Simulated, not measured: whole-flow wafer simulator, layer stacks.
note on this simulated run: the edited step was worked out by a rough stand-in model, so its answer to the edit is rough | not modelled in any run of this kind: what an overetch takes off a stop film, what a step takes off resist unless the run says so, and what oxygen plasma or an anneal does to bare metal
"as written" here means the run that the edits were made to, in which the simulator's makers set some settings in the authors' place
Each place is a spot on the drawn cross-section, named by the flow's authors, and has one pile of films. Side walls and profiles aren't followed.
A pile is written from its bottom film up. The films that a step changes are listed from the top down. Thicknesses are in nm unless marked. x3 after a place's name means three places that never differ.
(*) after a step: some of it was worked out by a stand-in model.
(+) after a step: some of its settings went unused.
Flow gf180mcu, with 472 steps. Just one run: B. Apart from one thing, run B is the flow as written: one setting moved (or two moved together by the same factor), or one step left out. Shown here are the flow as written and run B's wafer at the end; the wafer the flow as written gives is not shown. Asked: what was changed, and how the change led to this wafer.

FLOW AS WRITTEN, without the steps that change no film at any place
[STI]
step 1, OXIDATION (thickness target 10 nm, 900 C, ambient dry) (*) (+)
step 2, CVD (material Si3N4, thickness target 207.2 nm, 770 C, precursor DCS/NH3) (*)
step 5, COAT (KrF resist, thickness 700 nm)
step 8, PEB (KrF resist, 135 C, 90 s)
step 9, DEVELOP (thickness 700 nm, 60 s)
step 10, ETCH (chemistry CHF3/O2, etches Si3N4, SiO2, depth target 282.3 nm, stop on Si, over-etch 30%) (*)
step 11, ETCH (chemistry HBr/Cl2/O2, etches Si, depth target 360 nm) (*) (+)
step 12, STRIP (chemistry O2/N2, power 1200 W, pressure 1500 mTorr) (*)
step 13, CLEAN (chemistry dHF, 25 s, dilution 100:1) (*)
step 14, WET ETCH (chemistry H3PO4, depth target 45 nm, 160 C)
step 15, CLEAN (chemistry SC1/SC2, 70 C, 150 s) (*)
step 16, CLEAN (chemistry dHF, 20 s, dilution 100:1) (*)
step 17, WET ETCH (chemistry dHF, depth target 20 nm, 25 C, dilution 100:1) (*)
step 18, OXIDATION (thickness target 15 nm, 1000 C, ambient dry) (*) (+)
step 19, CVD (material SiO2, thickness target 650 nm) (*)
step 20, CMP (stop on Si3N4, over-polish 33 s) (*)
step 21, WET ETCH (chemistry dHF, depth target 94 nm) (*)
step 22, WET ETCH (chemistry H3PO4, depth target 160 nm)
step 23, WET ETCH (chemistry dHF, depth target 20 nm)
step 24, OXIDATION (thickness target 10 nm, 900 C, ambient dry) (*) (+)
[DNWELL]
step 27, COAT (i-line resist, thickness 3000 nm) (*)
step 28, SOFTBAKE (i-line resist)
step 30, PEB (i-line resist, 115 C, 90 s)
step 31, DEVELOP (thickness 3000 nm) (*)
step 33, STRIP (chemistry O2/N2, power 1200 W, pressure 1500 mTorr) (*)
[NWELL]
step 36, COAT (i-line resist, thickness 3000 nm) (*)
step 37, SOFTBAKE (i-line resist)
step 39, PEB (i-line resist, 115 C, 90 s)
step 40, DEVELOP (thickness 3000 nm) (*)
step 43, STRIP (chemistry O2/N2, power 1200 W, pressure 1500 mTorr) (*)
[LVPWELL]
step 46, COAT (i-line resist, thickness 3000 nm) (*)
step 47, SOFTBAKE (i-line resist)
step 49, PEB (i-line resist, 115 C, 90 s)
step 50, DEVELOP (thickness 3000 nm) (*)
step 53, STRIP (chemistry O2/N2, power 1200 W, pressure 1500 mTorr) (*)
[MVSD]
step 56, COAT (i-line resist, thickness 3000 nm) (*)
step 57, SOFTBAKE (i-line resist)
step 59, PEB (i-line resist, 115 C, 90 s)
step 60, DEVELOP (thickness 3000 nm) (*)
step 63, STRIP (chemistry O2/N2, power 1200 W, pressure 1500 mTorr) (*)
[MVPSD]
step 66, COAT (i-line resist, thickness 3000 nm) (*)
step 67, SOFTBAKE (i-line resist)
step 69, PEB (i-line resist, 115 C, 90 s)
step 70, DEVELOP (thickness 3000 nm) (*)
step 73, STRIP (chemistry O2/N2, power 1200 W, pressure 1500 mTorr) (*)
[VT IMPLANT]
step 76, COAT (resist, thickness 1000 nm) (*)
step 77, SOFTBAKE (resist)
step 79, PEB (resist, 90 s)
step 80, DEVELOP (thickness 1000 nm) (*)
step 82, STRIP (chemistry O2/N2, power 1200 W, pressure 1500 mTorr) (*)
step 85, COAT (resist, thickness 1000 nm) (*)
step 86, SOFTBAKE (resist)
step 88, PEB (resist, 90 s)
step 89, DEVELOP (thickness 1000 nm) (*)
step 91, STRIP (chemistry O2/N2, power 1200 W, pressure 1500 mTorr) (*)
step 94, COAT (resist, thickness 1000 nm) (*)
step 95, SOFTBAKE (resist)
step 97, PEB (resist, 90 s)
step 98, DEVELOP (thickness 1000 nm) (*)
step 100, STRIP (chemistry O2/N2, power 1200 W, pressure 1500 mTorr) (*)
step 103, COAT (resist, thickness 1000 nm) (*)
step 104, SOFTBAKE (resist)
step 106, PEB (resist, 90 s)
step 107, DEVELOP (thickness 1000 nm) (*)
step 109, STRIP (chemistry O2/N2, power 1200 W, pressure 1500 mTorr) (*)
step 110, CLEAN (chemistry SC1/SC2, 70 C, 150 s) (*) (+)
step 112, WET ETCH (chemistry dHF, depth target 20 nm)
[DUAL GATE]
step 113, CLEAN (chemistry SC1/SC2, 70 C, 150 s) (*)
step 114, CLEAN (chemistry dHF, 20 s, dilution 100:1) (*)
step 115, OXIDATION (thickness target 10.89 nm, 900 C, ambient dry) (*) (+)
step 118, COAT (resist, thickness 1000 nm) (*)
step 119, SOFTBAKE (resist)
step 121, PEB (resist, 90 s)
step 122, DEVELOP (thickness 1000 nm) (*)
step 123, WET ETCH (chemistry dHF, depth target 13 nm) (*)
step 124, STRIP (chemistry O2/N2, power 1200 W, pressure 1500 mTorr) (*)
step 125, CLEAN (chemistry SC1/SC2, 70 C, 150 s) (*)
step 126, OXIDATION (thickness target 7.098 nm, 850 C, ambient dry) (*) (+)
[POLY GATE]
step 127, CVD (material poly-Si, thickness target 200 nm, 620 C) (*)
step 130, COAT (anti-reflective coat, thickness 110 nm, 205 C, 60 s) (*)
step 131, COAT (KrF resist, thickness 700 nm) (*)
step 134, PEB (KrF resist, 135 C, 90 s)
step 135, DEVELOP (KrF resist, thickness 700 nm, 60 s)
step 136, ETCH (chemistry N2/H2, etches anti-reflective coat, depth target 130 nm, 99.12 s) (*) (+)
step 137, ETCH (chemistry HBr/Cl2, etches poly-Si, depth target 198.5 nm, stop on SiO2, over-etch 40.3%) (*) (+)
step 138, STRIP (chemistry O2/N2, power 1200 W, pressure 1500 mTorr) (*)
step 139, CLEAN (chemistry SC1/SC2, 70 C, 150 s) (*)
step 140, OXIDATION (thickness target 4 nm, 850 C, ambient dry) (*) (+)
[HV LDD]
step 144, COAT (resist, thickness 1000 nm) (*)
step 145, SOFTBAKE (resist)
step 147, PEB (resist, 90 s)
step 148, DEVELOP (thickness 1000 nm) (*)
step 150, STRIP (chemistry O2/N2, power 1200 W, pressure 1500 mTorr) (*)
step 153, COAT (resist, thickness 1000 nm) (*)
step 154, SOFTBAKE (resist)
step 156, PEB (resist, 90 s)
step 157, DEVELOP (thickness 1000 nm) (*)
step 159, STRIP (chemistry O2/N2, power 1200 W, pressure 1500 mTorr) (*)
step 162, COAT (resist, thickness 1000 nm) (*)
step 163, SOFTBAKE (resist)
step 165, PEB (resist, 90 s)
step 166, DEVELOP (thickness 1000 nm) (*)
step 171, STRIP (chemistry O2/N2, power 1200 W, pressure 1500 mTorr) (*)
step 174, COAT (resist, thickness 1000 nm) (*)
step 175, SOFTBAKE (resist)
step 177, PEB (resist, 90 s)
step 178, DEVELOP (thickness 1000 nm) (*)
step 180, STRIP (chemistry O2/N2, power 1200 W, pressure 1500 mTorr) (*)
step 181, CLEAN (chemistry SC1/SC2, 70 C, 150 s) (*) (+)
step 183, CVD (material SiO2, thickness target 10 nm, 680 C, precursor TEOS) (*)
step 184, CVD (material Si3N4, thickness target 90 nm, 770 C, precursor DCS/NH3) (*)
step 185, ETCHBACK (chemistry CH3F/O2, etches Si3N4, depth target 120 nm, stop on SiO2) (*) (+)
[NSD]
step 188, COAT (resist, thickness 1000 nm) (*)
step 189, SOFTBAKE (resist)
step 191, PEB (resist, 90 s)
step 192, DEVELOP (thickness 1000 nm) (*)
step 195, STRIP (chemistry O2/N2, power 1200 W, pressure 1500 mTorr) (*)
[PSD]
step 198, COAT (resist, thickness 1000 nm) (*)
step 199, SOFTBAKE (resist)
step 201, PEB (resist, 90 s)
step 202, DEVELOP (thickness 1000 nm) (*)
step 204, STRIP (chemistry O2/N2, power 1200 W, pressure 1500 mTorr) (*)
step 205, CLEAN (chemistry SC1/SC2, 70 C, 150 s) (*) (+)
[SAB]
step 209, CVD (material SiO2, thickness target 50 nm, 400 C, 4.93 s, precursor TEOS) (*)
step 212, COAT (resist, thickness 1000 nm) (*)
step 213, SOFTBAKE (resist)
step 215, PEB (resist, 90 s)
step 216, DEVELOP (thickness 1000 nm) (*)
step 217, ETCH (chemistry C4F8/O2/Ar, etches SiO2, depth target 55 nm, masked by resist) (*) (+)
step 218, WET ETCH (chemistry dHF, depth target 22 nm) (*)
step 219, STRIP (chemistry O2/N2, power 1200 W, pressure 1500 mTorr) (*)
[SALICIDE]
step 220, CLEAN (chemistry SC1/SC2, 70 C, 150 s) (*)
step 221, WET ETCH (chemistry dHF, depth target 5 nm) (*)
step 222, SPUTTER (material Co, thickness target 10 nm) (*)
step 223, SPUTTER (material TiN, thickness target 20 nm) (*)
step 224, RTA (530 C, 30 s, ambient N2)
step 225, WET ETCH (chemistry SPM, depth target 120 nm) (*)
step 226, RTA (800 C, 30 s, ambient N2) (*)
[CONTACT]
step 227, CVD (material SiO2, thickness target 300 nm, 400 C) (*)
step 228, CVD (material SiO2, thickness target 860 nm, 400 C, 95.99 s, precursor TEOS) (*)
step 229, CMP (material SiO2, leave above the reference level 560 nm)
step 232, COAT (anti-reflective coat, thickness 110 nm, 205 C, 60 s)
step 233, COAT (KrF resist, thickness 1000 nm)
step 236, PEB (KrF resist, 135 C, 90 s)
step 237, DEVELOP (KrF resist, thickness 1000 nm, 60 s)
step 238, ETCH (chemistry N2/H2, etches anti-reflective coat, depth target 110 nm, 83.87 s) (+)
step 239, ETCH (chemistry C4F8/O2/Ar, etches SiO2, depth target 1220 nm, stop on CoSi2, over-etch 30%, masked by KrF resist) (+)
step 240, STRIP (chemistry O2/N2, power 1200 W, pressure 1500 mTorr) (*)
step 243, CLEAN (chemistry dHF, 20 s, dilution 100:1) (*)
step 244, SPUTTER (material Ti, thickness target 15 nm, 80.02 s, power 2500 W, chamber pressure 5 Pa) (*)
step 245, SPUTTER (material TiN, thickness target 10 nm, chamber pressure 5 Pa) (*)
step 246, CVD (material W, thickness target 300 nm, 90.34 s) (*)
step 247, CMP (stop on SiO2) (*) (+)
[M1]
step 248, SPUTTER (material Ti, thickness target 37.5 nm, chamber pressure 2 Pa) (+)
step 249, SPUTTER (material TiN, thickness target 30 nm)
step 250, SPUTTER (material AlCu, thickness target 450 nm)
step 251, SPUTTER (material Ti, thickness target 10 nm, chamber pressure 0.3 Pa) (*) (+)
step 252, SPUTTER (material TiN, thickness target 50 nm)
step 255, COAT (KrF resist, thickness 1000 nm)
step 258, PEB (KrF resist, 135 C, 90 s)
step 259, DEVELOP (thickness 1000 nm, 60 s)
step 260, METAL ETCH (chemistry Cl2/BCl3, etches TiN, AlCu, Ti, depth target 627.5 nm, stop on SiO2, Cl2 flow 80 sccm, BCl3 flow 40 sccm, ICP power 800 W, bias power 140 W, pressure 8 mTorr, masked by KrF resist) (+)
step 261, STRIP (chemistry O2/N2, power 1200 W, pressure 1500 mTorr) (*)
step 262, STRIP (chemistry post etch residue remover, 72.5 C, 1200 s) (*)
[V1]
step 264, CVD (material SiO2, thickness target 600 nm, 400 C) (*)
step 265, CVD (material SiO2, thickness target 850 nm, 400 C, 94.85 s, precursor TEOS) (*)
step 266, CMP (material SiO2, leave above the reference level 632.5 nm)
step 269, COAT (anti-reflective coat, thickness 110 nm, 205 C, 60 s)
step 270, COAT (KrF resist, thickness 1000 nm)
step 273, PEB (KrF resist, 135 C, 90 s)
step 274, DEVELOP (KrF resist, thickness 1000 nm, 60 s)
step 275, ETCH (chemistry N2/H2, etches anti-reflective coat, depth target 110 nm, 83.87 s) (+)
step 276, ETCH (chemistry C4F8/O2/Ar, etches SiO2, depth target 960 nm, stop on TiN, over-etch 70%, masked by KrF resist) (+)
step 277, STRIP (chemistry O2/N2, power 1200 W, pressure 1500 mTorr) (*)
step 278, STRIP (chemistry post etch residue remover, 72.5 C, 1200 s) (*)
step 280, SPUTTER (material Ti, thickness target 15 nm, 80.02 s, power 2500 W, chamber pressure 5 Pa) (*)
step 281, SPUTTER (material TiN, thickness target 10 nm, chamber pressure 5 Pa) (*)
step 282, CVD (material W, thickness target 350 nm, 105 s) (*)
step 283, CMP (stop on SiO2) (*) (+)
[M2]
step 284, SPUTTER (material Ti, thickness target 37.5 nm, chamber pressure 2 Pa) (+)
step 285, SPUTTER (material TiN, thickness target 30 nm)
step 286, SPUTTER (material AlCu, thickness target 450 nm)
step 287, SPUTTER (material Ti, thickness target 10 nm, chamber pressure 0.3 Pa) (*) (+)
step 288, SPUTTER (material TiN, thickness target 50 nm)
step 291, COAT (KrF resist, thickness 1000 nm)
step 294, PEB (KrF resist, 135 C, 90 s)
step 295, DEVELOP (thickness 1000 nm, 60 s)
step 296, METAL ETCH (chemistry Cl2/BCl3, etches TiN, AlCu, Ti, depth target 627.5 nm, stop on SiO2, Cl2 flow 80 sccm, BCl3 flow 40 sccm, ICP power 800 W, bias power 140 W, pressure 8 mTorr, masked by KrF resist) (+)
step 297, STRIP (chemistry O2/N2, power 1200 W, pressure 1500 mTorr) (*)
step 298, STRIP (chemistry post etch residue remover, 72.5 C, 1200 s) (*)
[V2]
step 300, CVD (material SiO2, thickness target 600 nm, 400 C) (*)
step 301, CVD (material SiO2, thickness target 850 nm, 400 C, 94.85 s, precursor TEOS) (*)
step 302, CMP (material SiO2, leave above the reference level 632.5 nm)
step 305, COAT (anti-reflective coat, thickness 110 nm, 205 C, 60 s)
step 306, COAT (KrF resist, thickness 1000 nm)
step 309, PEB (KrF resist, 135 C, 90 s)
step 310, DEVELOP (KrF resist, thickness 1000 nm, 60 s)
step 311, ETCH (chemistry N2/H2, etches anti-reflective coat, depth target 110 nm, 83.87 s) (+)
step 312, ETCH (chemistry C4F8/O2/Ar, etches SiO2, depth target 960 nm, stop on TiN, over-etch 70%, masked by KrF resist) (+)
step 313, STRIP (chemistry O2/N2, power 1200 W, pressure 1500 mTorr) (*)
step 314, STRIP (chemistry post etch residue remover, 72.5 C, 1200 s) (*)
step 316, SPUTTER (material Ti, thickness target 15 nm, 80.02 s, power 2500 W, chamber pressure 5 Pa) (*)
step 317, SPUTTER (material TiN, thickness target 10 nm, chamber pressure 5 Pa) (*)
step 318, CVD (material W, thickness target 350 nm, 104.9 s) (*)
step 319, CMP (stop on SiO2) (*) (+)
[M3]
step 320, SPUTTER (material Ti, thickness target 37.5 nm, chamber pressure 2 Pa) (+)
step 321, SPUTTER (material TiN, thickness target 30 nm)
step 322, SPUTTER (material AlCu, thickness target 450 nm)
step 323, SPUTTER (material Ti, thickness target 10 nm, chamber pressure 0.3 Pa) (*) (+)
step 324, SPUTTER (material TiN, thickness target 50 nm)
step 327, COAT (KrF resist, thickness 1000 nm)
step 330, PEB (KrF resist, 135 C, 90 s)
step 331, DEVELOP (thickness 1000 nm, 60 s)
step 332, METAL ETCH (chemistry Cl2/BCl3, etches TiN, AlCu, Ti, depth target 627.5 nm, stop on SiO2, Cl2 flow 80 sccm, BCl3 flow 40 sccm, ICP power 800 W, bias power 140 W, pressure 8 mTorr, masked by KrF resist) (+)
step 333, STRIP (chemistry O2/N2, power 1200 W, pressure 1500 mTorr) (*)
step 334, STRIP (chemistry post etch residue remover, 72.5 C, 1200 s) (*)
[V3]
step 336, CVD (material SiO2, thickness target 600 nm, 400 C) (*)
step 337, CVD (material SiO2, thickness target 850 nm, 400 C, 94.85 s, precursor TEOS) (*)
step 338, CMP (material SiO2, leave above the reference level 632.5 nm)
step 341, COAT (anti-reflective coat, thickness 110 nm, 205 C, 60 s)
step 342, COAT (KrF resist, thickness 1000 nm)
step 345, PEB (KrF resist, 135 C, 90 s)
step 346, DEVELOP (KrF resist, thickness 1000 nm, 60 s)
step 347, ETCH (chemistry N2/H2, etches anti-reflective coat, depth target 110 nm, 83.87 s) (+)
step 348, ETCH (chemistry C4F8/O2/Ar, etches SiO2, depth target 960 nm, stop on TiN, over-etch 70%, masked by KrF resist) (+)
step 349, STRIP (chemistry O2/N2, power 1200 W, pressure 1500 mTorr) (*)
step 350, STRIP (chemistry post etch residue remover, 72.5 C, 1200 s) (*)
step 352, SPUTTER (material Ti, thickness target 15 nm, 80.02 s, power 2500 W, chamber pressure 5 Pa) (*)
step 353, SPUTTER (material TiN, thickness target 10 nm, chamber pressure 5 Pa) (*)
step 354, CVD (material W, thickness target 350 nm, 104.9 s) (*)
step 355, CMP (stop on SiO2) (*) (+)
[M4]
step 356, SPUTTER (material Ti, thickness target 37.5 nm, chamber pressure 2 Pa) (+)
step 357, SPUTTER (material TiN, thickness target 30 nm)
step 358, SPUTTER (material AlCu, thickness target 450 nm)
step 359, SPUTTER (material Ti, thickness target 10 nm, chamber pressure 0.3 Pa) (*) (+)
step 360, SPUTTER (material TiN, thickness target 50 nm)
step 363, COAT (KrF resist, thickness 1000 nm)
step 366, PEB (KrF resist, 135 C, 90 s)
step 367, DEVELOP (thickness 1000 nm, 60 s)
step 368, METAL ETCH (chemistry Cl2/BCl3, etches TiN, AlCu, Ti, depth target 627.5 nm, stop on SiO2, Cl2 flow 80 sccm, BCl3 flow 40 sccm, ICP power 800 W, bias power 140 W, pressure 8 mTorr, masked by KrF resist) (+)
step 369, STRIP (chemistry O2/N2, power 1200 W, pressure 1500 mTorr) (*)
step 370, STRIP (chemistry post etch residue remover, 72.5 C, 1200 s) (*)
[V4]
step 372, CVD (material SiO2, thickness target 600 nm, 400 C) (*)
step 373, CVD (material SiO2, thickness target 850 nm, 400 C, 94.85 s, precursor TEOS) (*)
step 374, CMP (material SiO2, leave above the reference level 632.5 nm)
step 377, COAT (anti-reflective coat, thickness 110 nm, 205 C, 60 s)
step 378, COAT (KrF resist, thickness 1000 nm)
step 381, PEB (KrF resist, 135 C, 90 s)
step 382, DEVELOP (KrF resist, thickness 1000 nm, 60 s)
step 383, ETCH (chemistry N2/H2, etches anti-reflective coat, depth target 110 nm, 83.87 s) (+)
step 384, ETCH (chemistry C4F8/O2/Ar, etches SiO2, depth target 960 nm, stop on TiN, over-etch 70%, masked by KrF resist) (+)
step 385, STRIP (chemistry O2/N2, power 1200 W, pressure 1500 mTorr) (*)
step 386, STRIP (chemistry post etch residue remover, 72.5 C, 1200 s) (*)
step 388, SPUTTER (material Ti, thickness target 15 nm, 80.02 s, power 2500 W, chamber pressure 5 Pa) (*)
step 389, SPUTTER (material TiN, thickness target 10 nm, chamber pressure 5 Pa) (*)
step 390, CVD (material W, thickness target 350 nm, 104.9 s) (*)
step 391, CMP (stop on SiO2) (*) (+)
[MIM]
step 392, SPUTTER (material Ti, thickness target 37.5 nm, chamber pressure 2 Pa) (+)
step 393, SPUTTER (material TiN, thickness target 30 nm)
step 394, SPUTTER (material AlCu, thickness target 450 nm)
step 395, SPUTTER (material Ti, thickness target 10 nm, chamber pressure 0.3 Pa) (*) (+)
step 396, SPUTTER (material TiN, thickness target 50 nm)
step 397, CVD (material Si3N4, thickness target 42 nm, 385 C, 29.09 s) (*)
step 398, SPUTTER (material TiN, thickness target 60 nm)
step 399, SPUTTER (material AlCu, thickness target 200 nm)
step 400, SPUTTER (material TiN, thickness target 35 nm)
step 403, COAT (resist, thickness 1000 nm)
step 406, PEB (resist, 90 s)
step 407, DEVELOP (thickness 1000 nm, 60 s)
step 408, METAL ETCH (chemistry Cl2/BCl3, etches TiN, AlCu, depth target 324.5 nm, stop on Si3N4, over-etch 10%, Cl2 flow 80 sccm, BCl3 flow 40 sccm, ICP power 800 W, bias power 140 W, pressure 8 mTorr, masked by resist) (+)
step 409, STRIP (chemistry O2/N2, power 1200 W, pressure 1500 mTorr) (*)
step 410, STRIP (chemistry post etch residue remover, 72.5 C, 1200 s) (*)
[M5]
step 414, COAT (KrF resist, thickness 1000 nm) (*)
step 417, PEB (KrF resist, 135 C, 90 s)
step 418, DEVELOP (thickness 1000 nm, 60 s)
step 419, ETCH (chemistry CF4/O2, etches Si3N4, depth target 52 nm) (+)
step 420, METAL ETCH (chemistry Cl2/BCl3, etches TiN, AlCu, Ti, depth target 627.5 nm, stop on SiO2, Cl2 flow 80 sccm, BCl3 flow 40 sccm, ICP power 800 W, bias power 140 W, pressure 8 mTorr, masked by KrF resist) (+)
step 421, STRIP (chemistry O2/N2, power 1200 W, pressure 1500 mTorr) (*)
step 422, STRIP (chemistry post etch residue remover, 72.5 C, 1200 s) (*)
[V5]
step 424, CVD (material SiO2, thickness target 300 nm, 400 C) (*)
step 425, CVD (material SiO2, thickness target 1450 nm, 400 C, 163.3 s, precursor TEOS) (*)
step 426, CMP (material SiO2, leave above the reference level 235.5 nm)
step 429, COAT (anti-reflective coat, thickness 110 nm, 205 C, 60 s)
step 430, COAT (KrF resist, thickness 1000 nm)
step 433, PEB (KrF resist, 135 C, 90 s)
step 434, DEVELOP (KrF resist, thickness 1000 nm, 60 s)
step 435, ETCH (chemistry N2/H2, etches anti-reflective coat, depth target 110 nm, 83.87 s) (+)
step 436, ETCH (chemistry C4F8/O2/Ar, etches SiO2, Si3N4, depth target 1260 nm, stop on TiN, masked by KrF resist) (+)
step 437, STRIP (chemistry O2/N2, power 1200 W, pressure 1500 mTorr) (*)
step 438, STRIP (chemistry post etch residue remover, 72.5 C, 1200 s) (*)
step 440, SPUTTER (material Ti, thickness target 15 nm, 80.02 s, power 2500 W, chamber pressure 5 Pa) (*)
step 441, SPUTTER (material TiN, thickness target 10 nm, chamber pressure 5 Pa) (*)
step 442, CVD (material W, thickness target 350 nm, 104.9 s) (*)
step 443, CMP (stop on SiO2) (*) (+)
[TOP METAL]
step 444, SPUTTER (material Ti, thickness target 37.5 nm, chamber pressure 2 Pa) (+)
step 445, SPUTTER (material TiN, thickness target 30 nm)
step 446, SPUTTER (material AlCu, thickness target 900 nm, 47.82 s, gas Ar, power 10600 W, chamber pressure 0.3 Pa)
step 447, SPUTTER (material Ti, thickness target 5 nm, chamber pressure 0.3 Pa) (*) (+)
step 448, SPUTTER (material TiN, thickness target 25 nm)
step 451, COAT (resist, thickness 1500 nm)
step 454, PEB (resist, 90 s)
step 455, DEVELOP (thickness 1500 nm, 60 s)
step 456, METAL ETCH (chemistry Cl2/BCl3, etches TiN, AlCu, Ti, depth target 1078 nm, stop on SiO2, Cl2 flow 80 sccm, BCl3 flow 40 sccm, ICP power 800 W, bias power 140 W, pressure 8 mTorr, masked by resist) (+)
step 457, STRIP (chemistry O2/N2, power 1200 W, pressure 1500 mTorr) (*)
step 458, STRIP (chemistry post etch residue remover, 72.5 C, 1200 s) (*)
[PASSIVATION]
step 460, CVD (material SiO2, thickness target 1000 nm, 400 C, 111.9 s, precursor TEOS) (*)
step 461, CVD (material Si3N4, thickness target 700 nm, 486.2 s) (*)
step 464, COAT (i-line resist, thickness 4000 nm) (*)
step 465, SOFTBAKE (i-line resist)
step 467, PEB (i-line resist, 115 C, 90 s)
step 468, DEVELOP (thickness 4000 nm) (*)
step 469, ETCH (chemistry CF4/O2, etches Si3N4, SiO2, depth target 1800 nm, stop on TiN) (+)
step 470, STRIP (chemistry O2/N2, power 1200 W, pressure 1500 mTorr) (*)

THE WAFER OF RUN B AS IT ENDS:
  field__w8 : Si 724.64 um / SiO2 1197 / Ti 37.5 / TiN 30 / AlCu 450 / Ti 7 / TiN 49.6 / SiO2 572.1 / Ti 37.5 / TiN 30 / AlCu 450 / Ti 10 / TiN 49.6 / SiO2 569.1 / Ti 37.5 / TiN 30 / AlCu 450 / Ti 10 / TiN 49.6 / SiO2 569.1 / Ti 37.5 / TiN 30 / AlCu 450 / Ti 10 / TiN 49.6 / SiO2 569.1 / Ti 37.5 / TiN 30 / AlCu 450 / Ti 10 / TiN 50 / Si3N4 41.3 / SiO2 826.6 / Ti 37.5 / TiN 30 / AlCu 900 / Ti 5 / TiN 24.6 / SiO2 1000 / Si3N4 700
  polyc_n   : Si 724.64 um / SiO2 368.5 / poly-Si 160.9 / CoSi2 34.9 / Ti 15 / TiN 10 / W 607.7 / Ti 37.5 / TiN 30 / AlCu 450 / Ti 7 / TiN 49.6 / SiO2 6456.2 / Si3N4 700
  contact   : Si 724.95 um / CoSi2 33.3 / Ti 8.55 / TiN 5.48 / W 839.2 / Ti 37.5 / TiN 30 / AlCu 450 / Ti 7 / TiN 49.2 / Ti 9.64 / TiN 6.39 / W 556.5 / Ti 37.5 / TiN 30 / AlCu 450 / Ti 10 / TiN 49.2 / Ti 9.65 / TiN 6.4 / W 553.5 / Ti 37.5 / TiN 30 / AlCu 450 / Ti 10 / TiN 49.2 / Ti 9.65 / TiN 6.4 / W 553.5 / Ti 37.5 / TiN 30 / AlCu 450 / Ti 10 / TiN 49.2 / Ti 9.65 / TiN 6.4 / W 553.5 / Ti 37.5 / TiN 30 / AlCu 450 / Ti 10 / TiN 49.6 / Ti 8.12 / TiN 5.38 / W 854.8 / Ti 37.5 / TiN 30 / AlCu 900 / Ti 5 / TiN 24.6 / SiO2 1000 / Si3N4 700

The reason: step 251, SPUTTER: thickness target 7 nm was run, though the flow has thickness target 10 nm.
The wafer itself shows it: field__w8 has Ti 7, and step 251 as written asks for 10 nm.

The path from the change to this, step by step:
  step 251, SPUTTER (material Ti, thickness target 10 nm, chamber pressure 0.3 Pa) (*) (+)
      field, field__w1, field__w2 and 108 more: Ti gains 7 (new film) (in the flow as written it would be: Ti gains 10 (new film))
  step 260, METAL ETCH (chemistry Cl2/BCl3, etches TiN, AlCu, Ti, depth target 627.5 nm, stop on SiO2, Cl2 flow 80 sccm, BCl3 flow 40 sccm, ICP power 800 W, bias power 140 W, pressure 8 mTorr, masked by KrF resist) (+)
      field, field__w1, field__w2 and 99 more: TiN loses 50 (all of it), Ti loses 7 (all of it), AlCu loses 450 (all of it), TiN loses 30 (all of it), Ti loses 37.5 (all of it) (in the flow as written it would be: TiN loses 50 (all of it), Ti loses 10 (all of it), AlCu loses 450 (all of it), TiN loses 30 (all of it), Ti loses 37.5 (all of it))
